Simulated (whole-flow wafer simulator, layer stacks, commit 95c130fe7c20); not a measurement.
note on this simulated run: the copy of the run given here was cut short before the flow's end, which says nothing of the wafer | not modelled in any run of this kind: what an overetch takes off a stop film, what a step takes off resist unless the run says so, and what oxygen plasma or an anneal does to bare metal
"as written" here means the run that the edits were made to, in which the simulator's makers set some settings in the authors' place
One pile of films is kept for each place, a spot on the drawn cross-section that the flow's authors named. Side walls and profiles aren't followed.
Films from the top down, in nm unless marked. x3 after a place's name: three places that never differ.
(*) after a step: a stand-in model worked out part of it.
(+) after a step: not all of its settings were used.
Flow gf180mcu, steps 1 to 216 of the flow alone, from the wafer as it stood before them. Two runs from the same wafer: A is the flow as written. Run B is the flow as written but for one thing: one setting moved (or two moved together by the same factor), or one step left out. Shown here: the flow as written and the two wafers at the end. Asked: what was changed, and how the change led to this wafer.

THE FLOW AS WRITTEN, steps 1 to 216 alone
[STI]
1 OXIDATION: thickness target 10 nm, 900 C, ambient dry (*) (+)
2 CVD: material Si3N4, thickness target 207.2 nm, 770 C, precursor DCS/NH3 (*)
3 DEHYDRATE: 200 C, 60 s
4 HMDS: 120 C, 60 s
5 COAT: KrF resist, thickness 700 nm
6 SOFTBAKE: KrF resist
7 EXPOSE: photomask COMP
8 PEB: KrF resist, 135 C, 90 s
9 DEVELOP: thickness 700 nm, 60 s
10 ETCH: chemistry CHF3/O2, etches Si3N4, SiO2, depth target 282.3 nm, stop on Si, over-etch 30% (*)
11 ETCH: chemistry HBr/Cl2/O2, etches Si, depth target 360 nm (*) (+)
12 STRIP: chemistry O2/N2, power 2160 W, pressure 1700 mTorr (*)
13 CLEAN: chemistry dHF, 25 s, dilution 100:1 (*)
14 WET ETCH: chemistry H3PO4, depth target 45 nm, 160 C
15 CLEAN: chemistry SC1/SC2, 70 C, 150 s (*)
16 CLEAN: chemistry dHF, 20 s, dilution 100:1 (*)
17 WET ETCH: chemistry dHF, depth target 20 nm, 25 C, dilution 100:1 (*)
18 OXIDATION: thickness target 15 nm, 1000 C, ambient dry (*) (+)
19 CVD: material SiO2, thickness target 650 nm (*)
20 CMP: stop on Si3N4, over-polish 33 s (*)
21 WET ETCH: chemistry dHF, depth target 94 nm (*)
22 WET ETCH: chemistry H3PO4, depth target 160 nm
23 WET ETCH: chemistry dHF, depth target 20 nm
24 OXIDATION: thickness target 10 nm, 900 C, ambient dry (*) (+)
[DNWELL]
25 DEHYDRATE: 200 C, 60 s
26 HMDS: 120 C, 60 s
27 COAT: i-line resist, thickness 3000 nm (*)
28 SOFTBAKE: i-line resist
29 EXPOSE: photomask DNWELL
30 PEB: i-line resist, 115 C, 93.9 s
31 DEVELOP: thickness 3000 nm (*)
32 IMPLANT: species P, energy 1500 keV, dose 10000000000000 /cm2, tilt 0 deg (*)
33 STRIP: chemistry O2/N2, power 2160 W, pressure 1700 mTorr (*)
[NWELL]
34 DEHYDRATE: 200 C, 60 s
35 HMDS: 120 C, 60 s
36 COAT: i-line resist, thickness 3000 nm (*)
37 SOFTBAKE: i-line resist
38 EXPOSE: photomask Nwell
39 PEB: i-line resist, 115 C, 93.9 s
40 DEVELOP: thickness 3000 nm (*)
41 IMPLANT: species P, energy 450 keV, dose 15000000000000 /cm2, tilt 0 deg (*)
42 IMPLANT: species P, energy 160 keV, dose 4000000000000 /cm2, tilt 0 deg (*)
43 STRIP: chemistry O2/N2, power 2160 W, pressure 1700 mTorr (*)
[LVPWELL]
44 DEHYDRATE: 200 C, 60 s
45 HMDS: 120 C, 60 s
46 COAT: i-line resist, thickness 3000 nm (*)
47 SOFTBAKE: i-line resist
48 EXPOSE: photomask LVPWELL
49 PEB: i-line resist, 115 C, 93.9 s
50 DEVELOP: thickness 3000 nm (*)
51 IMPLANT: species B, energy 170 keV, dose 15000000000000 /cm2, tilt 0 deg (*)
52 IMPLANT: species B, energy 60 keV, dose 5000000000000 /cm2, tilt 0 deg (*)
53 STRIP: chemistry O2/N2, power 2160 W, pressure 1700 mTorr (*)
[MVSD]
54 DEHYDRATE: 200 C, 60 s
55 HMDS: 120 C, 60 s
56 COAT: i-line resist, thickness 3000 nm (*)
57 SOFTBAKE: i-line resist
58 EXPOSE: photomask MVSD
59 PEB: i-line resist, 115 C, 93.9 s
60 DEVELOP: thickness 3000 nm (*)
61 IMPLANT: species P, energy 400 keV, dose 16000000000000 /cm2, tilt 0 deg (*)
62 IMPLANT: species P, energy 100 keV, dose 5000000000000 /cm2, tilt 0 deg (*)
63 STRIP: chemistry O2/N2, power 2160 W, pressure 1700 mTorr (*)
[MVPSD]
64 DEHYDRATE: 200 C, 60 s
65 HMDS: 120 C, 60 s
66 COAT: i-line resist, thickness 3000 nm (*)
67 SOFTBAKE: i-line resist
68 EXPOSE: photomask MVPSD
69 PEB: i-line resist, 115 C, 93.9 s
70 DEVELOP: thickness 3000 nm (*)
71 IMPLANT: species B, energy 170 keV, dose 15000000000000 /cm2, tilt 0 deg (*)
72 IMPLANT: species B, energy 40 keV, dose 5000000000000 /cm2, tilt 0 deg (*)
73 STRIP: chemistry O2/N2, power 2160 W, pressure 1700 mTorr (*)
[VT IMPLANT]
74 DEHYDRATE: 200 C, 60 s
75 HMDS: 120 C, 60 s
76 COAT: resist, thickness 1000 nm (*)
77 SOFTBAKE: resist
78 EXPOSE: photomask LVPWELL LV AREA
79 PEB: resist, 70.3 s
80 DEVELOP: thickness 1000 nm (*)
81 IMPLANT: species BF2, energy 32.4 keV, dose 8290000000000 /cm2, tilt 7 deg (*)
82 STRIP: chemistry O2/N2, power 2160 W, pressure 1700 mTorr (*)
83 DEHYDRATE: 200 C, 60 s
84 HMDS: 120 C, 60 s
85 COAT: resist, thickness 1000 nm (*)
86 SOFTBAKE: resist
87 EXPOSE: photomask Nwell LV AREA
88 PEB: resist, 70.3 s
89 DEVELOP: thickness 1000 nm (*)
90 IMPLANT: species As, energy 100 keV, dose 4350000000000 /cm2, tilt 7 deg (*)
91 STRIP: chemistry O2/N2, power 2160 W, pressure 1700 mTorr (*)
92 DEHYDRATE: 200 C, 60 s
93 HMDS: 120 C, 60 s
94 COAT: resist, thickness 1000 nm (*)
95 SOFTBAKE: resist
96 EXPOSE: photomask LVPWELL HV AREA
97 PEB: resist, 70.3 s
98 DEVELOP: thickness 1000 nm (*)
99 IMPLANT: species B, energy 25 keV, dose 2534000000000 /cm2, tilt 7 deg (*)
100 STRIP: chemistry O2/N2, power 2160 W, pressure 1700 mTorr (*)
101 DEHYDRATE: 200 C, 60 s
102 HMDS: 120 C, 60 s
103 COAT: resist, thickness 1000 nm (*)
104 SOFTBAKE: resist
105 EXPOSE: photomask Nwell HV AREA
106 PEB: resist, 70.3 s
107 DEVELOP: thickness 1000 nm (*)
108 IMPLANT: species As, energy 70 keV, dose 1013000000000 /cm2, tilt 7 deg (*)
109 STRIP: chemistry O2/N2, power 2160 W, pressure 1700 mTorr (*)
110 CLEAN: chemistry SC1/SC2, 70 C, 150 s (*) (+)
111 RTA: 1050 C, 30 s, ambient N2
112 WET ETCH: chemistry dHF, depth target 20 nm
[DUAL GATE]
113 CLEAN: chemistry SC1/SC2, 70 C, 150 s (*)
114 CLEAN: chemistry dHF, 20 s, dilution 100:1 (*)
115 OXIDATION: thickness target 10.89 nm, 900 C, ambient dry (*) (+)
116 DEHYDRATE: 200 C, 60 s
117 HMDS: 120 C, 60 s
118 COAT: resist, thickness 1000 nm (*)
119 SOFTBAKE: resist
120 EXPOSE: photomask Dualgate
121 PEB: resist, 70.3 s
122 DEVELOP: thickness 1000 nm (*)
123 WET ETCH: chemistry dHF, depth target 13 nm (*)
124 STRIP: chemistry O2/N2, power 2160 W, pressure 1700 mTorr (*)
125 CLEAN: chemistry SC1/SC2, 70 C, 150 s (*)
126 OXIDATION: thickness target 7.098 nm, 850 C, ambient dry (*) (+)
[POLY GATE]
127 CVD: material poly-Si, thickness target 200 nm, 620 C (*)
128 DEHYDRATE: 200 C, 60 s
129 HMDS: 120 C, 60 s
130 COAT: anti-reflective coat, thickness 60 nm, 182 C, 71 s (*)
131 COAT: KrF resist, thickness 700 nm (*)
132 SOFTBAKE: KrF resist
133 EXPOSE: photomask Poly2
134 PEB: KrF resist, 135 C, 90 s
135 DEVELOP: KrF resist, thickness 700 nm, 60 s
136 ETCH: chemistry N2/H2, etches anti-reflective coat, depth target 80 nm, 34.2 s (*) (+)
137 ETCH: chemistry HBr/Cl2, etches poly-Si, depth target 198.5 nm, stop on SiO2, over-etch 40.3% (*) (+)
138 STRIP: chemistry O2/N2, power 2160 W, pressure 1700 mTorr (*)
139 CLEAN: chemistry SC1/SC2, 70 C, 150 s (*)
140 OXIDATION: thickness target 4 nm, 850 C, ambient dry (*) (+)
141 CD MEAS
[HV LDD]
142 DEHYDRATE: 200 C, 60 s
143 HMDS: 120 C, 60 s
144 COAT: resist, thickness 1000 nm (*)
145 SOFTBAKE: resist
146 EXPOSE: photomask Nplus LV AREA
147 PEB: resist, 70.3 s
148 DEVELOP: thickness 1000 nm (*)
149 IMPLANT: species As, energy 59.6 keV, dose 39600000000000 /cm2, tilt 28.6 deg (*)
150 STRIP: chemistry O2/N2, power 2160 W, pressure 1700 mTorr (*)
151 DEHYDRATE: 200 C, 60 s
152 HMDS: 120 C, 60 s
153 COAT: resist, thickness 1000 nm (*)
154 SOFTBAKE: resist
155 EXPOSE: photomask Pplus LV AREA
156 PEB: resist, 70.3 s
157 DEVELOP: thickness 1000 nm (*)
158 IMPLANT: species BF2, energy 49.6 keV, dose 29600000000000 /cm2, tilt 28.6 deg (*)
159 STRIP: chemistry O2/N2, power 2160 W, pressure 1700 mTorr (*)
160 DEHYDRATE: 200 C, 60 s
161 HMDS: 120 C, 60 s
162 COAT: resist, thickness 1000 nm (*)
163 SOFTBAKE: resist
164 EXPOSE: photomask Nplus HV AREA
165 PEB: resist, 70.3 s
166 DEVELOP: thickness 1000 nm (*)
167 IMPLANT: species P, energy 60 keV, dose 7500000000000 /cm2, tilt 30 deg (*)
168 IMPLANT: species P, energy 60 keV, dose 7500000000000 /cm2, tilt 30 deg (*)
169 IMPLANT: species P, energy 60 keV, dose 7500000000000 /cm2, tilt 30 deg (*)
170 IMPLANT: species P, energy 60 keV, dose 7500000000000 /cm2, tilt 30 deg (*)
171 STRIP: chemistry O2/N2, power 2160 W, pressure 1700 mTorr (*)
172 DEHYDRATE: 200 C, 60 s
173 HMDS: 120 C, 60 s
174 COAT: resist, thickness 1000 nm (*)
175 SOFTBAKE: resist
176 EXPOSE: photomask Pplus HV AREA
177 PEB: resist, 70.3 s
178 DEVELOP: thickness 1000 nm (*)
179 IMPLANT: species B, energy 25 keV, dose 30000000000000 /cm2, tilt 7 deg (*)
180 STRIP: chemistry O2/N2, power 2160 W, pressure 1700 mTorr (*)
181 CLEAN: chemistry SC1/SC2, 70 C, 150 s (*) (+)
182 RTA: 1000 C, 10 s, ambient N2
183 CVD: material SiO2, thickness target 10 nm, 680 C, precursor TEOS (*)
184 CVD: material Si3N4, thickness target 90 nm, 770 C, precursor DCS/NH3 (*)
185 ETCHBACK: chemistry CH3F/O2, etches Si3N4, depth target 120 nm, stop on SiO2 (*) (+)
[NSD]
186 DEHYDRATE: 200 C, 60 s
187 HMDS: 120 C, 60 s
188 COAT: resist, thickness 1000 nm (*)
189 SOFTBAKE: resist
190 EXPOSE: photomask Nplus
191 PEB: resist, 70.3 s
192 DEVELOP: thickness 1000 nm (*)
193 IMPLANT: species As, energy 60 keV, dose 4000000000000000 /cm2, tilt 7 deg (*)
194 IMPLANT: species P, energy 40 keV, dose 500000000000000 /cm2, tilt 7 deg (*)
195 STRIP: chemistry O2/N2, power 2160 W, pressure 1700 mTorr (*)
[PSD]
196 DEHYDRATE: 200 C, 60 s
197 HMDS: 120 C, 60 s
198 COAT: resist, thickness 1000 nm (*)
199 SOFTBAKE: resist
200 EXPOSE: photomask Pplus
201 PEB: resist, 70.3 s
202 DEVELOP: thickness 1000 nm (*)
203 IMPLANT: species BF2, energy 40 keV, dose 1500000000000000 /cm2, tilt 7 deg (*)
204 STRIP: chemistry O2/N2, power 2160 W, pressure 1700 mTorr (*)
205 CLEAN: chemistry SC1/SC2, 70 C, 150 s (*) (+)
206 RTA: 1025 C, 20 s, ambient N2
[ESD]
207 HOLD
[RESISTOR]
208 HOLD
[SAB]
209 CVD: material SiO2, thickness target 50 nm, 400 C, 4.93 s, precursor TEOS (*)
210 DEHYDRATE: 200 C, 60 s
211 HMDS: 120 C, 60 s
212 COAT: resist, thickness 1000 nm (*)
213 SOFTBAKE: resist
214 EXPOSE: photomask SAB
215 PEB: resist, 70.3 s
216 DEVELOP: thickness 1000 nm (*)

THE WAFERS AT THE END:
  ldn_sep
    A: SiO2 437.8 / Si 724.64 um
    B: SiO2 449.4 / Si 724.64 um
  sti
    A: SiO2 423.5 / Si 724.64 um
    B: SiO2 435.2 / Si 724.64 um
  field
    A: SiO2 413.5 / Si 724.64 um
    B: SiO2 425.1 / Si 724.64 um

The cause: step 112, WET ETCH: depth target 9.4 nm was run, where the flow has depth target 20 nm.

How the change led to this, step by step:
  112 WET ETCH: chemistry dHF, depth target 20 nm
      field, field__w2, field__w3 and 43 more: A SiO2 -22 | B SiO2 -10.3
  119 SOFTBAKE: resist
      field_sub: A resist -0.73 | B resist -1.26
      gate_p_hv: A resist +0.83 | B resist +1.43
      (and at 1 more place)
  130 COAT: anti-reflective coat, thickness 60 nm, 182 C, 71 s (*)
      p_well, spacer, sd_n: A anti-reflective coat +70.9 (new film) | B anti-reflective coat +82.1 (new film)
      field: A anti-reflective coat +61.5 (new film) | B anti-reflective coat +57.7 (new film)
      (and at 70 more places)
  136 ETCH: chemistry N2/H2, etches anti-reflective coat, depth target 80 nm, 34.2 s (*) (+)
      p_well, spacer, sd_n: A anti-reflective coat -70.9 (all of it), poly-Si -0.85 | B anti-reflective coat -82.1 (all of it), poly-Si -0.56
      field: A anti-reflective coat -61.5 (all of it), poly-Si -1.09 | B anti-reflective coat -57.7 (all of it), poly-Si -1.19
      (and at 49 more places)
  138 STRIP: chemistry O2/N2, power 2160 W, pressure 1700 mTorr (*)
      gate: A chemical SiO2 +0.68 (new film), KrF resist -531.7 (all of it), anti-reflective coat -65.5 (all of it), poly-Si -0.3 | B chemical SiO2 +0.68 (new film), KrF resist -532.4 (all of it), anti-reflective coat -70.6 (all of it), poly-Si -0.3
      gate_hv: A chemical SiO2 +0.68 (new film), KrF resist -528.4 (all of it), anti-reflective coat -61 (all of it), poly-Si -0.3 | B chemical SiO2 +0.68 (new film), KrF resist -530.9 (all of it), anti-reflective coat -62.9 (all of it), poly-Si -0.3
      (and at 19 more places)
  145 SOFTBAKE: resist
      field_sub: A resist +10.3 | B resist +9.78
      gate_p_hv: A resist -7.98 | B resist -7.31
      (and at 4 more places)
  154 SOFTBAKE: resist
      field_sub: A resist +10.3 | B resist +9.78
      gate_p_hv: A resist -7.98 | B resist -7.31
      (and at 4 more places)
  163 SOFTBAKE: resist
      field_sub: A resist +10.3 | B resist +9.78
      gate_p_hv: A resist -7.98 | B resist -7.31
      (and at 4 more places)
  175 SOFTBAKE: resist
      field_sub: A resist +10.3 | B resist +9.78
      gate_p_hv: A resist -7.98 | B resist -7.31
      (and at 4 more places)
  189 SOFTBAKE: resist
      active_hv: A resist +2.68 | B resist -0.38
      active_nat: A resist +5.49 | B resist +9.29
      (and at 3 more places)
  199 SOFTBAKE: resist
      active_hv: A resist +2.68 | B resist -0.38
      active_nat: A resist +5.49 | B resist +9.29
      (and at 3 more places)
  209 CVD: material SiO2, thickness target 50 nm, 400 C, 4.93 s, precursor TEOS (*)
      active: A SiO2 +50 | B SiO2 +48.8
      ld_drn_p: A SiO2 +46 | B SiO2 +45
  213 SOFTBAKE: resist
      gate_p_hv: A resist -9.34 | B resist -8.71
      iso_ptap_sub: A resist +0.66 | B resist +1.2
      (and at 3 more places)
